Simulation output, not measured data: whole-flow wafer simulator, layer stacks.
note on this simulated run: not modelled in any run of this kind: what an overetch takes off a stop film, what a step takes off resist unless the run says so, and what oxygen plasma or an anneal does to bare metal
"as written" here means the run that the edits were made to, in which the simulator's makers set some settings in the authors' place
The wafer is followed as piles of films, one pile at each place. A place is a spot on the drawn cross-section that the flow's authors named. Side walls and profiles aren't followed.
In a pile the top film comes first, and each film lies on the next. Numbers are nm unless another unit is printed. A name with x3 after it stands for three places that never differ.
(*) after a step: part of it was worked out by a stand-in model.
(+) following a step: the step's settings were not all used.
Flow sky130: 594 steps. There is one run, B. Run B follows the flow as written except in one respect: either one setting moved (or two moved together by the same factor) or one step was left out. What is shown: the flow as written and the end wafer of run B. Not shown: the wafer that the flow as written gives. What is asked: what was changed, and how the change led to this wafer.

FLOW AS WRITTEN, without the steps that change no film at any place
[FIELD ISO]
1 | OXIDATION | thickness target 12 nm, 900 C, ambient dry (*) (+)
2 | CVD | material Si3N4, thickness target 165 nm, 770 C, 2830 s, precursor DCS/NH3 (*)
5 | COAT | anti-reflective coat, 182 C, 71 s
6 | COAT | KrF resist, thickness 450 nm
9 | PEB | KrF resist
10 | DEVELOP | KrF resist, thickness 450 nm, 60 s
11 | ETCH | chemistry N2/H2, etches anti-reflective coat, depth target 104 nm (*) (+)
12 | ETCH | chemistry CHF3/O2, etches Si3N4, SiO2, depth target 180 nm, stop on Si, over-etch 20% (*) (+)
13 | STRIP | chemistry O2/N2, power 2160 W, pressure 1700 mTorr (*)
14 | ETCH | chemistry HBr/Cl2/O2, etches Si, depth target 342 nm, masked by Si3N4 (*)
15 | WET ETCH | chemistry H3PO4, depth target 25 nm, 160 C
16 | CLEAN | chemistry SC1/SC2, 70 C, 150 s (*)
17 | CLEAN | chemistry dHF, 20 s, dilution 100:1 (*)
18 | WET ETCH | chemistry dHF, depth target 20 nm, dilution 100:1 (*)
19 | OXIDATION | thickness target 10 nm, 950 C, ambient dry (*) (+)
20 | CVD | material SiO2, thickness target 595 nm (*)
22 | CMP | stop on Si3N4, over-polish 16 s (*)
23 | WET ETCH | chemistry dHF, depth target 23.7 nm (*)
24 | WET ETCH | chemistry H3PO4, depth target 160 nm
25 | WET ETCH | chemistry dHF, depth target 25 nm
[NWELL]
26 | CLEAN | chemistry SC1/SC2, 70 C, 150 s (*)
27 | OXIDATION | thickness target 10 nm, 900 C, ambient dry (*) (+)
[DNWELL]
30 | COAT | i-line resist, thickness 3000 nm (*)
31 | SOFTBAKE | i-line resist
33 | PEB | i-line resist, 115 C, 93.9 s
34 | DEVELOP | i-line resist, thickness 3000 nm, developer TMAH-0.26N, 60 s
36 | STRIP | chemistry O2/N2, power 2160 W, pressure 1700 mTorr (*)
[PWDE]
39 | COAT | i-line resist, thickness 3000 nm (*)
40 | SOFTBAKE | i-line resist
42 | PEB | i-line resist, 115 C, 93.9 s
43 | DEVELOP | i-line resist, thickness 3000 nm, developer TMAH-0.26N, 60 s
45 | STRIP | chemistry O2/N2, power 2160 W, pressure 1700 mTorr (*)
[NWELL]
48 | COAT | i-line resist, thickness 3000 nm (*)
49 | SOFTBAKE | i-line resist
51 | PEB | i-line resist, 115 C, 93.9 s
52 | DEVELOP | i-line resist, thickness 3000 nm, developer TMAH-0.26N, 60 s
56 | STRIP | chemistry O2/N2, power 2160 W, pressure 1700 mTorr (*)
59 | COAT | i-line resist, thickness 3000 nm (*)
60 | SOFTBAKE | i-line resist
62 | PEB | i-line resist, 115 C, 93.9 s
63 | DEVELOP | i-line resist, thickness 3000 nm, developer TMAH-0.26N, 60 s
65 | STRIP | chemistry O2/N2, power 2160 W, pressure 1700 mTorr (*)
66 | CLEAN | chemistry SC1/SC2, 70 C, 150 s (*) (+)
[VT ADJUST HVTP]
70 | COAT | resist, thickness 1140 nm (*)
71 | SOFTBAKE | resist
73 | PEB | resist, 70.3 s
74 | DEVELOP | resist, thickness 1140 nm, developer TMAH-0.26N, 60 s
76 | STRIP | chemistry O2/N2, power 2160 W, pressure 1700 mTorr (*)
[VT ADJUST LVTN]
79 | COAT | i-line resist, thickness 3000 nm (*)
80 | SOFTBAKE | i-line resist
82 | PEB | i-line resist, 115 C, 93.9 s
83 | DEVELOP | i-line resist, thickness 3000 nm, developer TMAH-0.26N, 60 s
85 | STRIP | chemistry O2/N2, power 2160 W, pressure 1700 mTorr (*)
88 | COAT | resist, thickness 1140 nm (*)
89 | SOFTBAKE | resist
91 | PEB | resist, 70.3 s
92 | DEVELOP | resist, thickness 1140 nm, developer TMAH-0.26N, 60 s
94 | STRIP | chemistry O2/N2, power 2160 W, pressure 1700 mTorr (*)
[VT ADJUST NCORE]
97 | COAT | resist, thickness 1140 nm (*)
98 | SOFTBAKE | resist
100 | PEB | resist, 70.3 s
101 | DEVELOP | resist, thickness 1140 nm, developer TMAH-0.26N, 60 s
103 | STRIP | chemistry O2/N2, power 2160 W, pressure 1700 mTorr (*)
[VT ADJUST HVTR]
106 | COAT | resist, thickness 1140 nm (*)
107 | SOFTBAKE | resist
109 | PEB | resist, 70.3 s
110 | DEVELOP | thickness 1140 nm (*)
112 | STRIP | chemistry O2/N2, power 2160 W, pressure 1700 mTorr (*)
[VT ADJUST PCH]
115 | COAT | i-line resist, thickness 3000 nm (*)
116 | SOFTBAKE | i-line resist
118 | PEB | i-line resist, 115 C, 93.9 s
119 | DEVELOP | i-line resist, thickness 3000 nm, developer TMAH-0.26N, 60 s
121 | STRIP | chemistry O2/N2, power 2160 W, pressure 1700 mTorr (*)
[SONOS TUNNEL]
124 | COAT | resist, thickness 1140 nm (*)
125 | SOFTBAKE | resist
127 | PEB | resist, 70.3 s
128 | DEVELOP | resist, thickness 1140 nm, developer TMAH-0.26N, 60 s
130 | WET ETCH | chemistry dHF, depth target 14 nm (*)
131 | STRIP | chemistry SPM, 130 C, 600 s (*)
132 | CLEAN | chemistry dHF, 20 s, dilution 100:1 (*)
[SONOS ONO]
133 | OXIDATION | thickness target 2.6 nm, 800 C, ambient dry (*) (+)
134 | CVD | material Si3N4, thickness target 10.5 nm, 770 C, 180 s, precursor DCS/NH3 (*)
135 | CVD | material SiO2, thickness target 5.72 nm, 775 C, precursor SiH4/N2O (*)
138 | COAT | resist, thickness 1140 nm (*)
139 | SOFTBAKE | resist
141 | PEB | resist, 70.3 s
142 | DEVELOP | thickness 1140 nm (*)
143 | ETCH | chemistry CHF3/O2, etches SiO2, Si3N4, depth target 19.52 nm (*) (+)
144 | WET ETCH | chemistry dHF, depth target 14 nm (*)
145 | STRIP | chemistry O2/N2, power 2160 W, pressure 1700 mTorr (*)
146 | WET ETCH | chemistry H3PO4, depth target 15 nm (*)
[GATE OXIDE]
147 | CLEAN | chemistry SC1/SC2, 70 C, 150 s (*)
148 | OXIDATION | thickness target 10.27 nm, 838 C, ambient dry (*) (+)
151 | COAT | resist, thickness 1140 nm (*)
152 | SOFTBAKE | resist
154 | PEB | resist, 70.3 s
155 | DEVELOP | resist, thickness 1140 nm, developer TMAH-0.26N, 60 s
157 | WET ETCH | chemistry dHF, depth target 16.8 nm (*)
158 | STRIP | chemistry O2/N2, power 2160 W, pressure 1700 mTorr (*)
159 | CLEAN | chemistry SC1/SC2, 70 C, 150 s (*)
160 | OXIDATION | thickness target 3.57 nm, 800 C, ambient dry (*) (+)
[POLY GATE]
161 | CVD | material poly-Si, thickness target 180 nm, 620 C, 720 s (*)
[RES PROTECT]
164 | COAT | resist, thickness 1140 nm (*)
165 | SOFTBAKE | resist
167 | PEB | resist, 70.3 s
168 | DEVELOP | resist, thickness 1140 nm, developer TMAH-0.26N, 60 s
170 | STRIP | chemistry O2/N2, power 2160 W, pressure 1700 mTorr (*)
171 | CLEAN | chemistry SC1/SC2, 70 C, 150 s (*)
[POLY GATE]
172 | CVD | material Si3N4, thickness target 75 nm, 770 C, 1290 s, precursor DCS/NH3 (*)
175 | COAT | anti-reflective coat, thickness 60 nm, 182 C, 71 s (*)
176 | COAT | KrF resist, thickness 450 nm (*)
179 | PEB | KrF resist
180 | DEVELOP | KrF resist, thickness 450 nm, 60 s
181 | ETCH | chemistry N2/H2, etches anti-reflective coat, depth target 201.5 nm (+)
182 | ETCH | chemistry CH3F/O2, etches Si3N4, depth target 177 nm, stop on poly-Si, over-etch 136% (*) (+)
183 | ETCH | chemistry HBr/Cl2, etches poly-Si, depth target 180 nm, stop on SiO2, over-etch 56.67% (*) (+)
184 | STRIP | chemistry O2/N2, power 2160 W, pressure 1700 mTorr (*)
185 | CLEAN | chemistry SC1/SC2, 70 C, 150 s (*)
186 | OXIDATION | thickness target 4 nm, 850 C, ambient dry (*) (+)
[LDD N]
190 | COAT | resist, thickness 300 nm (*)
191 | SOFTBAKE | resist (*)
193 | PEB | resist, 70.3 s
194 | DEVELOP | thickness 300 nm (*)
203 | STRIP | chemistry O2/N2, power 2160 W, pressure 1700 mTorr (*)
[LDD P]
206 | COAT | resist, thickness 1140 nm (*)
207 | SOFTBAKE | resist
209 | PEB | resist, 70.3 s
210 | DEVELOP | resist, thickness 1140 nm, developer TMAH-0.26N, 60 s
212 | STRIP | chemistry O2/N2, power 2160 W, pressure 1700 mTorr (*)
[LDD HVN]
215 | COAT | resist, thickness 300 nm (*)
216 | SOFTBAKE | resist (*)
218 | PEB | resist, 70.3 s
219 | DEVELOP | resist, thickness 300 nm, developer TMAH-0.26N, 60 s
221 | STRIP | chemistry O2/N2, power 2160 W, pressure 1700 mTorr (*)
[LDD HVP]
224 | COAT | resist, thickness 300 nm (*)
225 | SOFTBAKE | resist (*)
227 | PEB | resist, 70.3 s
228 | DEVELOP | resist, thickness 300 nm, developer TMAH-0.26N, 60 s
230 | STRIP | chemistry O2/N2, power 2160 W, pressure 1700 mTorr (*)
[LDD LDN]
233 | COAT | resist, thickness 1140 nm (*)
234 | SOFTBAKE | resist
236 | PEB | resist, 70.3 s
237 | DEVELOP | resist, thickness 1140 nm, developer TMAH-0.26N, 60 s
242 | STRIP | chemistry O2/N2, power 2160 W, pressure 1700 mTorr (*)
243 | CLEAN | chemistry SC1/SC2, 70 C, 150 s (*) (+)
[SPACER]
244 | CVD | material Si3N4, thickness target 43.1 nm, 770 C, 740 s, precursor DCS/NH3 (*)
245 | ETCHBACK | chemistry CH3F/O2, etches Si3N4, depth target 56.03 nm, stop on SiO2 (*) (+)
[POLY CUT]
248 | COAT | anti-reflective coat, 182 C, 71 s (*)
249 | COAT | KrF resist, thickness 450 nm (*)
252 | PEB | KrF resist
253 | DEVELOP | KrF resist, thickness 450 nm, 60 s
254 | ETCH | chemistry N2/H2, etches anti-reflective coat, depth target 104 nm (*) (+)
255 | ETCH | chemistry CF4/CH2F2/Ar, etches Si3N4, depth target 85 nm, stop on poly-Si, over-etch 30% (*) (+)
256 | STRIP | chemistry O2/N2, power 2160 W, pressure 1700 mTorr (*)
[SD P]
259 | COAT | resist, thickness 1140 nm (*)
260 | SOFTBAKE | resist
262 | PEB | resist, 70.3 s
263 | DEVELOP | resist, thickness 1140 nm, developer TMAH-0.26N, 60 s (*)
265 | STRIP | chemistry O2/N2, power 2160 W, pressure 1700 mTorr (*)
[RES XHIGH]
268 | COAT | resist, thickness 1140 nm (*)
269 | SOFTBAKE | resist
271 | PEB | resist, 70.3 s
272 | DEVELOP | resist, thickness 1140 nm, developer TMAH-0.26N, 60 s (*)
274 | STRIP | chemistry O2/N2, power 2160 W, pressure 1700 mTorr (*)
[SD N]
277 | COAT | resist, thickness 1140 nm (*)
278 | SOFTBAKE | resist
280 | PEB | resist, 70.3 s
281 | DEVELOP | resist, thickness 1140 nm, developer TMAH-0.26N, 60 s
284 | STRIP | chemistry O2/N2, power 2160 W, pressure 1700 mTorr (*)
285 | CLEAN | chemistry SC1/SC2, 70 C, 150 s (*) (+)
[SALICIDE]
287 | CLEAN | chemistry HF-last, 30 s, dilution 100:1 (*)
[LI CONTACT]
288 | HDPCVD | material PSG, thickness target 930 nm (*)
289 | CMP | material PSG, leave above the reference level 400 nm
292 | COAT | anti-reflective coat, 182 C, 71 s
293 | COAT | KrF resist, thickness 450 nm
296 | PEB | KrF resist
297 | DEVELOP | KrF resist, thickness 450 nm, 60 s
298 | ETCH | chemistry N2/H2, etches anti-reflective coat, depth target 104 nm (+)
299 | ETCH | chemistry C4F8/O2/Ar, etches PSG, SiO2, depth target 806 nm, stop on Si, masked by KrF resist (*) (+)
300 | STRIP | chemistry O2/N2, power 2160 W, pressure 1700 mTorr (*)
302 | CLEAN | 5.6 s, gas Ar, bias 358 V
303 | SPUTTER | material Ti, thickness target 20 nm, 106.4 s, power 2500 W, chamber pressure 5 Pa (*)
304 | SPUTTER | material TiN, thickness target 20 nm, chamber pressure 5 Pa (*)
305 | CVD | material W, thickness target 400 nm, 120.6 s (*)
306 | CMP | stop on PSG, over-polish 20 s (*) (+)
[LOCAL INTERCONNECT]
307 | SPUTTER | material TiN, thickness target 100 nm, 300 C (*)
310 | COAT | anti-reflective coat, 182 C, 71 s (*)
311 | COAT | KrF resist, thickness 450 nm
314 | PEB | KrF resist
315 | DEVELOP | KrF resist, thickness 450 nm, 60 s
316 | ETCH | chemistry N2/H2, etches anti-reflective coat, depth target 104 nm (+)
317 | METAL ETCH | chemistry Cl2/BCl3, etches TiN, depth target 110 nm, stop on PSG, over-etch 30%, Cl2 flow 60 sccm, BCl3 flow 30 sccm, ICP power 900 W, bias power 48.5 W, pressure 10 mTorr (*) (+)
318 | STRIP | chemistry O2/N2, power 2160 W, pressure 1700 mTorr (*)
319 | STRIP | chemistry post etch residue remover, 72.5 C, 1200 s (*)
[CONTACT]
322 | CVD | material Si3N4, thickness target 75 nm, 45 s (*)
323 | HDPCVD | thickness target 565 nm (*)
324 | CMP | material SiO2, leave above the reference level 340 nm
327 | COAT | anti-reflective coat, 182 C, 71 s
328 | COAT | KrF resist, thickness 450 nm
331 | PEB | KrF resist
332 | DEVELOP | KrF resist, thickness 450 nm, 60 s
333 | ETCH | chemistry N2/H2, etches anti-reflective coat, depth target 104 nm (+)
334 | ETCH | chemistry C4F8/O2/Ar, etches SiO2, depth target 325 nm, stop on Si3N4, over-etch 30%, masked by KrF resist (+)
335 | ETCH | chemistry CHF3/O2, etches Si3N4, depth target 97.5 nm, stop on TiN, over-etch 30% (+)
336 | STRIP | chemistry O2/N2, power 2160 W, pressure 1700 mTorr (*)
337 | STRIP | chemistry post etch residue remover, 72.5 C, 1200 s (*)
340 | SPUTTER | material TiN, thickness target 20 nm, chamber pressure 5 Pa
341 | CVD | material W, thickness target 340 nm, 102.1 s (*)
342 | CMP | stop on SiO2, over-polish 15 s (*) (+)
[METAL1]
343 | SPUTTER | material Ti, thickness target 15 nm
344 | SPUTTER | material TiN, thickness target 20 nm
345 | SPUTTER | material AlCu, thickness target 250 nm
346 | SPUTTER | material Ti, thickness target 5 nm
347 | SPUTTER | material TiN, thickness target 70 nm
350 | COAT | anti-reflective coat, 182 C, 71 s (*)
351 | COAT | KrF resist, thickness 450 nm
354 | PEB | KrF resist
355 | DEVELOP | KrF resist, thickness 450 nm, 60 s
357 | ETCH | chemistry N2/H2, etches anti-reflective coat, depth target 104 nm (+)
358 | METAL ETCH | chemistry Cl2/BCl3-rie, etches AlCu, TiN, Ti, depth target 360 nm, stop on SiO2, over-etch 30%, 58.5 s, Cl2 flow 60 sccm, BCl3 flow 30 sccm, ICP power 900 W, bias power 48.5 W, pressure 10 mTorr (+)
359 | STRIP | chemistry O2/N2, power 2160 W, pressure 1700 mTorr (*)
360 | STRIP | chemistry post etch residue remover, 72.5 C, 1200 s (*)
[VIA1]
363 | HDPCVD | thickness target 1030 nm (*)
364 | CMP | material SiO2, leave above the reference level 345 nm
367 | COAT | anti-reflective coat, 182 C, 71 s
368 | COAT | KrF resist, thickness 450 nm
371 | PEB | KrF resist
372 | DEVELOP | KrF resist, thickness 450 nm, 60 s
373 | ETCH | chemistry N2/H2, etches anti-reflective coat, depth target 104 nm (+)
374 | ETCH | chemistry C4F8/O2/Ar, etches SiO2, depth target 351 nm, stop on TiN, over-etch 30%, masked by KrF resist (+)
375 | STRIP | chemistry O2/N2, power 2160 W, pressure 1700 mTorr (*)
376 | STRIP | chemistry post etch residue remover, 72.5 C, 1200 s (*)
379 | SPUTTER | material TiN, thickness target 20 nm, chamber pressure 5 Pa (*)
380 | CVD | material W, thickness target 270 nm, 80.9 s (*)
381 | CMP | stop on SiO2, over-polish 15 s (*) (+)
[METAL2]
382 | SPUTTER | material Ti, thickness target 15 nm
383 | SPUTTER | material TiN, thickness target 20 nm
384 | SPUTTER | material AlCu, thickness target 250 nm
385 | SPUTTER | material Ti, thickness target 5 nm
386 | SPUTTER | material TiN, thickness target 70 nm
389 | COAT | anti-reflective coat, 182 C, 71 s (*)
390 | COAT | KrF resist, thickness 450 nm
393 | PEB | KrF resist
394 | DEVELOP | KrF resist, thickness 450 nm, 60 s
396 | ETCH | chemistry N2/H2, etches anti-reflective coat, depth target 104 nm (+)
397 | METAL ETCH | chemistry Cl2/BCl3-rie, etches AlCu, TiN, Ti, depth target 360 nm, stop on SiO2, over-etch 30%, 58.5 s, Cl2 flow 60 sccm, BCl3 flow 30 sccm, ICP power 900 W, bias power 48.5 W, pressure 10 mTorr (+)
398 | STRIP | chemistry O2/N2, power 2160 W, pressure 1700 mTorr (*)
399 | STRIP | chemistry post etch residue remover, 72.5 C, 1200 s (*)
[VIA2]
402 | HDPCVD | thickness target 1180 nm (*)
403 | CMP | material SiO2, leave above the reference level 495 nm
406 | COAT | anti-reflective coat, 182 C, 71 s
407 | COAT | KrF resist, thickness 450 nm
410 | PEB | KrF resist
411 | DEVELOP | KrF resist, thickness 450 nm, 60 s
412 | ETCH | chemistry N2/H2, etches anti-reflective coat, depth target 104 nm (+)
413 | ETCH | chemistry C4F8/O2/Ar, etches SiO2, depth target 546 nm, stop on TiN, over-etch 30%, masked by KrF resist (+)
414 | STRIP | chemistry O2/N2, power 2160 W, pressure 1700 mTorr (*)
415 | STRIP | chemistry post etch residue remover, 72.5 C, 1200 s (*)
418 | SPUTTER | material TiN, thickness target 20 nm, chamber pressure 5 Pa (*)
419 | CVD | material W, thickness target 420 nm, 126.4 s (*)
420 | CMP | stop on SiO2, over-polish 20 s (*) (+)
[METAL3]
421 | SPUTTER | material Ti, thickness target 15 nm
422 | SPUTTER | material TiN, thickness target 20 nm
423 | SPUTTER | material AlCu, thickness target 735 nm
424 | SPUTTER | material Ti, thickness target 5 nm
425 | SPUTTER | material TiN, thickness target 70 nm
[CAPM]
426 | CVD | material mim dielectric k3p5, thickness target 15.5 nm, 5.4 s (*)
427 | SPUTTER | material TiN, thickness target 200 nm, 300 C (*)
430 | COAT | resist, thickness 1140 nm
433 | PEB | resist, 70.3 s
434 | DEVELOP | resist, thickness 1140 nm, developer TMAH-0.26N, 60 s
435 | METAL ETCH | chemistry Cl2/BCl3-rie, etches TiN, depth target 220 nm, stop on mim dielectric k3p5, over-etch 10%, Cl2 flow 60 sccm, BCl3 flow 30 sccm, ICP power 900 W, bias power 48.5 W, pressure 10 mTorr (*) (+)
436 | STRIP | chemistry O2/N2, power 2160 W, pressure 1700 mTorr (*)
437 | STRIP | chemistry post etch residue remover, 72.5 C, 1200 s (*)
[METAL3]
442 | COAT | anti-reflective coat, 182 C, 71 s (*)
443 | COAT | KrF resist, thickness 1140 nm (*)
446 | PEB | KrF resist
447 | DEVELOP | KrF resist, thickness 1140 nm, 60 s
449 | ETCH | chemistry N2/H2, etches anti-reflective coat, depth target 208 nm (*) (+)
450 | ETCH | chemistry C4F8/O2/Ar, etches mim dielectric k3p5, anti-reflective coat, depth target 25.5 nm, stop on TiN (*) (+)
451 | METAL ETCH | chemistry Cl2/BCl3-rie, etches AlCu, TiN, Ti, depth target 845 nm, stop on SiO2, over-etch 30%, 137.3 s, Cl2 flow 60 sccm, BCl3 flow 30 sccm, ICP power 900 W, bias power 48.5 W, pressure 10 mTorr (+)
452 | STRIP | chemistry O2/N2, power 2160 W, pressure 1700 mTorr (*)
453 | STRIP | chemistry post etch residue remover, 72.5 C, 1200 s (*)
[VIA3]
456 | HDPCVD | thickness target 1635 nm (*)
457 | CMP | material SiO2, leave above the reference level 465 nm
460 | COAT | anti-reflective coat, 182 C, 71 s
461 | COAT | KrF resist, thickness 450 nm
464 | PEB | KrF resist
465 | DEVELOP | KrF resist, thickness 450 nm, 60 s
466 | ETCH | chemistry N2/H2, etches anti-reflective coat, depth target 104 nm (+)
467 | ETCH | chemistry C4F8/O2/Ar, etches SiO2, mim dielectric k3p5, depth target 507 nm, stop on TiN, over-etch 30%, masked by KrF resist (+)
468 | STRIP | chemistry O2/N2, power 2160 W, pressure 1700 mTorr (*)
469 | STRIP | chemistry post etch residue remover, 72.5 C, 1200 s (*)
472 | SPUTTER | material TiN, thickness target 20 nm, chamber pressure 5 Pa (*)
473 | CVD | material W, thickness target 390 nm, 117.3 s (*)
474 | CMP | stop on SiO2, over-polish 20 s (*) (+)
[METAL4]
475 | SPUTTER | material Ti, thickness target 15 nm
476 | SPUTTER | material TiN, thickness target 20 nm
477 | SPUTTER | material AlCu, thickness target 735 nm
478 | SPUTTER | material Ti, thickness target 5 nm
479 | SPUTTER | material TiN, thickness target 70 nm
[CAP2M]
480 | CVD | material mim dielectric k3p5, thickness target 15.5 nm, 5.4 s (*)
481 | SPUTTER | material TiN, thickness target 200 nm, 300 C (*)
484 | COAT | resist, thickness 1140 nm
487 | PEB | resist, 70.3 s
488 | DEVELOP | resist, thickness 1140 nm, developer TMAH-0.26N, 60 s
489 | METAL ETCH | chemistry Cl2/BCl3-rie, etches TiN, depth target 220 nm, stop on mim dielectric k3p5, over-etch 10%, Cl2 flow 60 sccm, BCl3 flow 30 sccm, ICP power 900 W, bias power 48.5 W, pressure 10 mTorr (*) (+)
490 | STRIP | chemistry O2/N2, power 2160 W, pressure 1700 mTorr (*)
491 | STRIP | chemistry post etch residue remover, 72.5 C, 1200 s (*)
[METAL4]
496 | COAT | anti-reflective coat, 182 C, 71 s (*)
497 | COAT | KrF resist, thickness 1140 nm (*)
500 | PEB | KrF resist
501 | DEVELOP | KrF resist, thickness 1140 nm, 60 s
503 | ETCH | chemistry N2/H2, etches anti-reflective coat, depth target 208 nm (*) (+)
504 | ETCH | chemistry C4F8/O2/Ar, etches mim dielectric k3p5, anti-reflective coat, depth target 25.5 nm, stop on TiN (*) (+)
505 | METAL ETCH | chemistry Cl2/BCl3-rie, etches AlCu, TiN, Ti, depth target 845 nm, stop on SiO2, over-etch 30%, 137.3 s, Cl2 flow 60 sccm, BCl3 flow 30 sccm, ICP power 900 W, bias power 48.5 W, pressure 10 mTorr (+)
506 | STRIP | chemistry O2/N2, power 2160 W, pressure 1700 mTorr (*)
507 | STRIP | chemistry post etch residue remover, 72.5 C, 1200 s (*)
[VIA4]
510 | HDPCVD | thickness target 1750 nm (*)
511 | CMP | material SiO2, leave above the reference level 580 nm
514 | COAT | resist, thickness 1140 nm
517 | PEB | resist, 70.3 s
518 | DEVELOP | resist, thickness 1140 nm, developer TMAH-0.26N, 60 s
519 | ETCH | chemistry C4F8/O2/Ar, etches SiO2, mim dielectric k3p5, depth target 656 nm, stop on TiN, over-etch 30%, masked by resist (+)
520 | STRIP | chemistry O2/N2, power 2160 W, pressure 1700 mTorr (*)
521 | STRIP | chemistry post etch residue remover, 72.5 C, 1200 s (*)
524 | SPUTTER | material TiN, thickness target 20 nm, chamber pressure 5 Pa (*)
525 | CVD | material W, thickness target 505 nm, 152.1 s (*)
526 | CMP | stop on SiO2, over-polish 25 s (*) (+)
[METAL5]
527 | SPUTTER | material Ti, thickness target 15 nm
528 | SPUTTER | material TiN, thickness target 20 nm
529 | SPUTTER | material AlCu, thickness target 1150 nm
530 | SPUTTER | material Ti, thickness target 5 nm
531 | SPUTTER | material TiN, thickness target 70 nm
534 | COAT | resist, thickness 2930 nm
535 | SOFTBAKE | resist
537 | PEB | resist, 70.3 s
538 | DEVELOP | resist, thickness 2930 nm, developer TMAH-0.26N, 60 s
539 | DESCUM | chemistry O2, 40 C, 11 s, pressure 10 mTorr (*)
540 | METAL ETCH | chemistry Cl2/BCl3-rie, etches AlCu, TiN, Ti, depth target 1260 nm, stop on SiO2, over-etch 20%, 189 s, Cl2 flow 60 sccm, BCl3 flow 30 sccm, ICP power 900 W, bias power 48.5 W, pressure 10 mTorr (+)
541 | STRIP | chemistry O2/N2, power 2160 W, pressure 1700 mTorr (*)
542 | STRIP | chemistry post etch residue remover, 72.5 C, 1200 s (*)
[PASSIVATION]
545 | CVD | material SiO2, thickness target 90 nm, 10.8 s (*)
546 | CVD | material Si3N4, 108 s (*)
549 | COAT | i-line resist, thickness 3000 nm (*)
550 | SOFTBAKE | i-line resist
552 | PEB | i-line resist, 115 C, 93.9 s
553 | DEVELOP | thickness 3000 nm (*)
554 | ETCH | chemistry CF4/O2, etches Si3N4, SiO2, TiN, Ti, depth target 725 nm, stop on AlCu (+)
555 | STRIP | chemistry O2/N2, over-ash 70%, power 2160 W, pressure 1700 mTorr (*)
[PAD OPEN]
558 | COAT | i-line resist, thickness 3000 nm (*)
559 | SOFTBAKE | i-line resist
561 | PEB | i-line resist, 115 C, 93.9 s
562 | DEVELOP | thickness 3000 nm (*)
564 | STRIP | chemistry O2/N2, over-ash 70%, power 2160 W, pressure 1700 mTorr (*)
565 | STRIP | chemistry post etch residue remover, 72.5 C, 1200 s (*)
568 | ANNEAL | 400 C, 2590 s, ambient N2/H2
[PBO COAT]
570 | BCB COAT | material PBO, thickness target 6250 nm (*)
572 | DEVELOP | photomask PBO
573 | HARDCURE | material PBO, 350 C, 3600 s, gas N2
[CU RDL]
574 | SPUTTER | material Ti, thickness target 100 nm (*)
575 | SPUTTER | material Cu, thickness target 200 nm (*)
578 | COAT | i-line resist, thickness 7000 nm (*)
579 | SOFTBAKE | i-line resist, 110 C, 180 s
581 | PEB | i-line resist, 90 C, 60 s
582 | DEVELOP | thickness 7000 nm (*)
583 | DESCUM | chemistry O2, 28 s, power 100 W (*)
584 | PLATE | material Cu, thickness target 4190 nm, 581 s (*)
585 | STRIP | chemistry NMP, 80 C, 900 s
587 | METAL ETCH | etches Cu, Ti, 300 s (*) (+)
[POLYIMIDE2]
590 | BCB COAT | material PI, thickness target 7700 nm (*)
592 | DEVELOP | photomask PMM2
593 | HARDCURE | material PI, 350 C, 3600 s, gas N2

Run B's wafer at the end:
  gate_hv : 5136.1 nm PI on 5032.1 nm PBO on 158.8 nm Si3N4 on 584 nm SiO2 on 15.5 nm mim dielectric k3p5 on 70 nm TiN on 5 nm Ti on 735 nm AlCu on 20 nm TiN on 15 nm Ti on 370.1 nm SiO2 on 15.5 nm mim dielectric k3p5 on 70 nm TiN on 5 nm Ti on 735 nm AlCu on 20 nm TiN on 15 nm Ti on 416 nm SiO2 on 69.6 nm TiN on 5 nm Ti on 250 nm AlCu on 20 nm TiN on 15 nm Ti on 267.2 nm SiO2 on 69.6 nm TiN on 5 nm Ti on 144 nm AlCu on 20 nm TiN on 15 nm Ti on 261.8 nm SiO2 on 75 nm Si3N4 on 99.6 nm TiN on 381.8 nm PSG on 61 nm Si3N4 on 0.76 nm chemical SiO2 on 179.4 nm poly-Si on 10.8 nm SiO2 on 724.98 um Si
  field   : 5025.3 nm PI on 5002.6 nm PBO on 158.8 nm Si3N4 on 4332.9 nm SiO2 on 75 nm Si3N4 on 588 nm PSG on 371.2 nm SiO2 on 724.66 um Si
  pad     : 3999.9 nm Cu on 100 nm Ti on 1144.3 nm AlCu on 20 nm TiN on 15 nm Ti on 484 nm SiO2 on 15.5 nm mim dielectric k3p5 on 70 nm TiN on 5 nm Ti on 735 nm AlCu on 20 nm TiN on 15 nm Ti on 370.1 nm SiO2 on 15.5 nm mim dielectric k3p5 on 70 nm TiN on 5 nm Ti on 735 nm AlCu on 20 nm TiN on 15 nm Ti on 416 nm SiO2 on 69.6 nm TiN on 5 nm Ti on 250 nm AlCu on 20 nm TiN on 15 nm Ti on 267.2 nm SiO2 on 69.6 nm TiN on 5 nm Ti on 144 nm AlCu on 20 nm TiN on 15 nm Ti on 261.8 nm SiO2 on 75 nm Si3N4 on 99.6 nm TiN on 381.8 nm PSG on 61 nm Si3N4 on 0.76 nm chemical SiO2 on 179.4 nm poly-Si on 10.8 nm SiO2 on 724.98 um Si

The reason: step 345, SPUTTER: thickness target 144 nm was run, whereas the flow has thickness target 250 nm.
The wafer itself shows it: gate_hv has AlCu 144, and step 345 as written asks for 250 nm.

How this came from the change, step by step:
  345 | SPUTTER | material AlCu, thickness target 250 nm
      field, active, n_well and 188 more: +144 AlCu (new film) (in the flow as written it would be: +250 AlCu (new film))
  358 | METAL ETCH | chemistry Cl2/BCl3-rie, etches AlCu, TiN, Ti, depth target 360 nm, stop on SiO2, over-etch 30%, 58.5 s, Cl2 flow 60 sccm, BCl3 flow 30 sccm, ICP power 900 W, bias power 48.5 W, pressure 10 mTorr (+)
      field, active, gate and 81 more: -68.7 TiN (all of it), -5 Ti (all of it), -144 AlCu (all of it), -20 TiN (all of it), -15 Ti (all of it), -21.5 SiO2 (in the flow as written it would be: -68.7 TiN (all of it), -5 Ti (all of it), -250 AlCu (all of it), -20 TiN (all of it), -15 Ti (all of it), -10.9 SiO2)
  364 | CMP | material SiO2, leave above the reference level 345 nm
      field, active, gate and 81 more: -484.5 SiO2 (in the flow as written it would be: -389.1 SiO2)
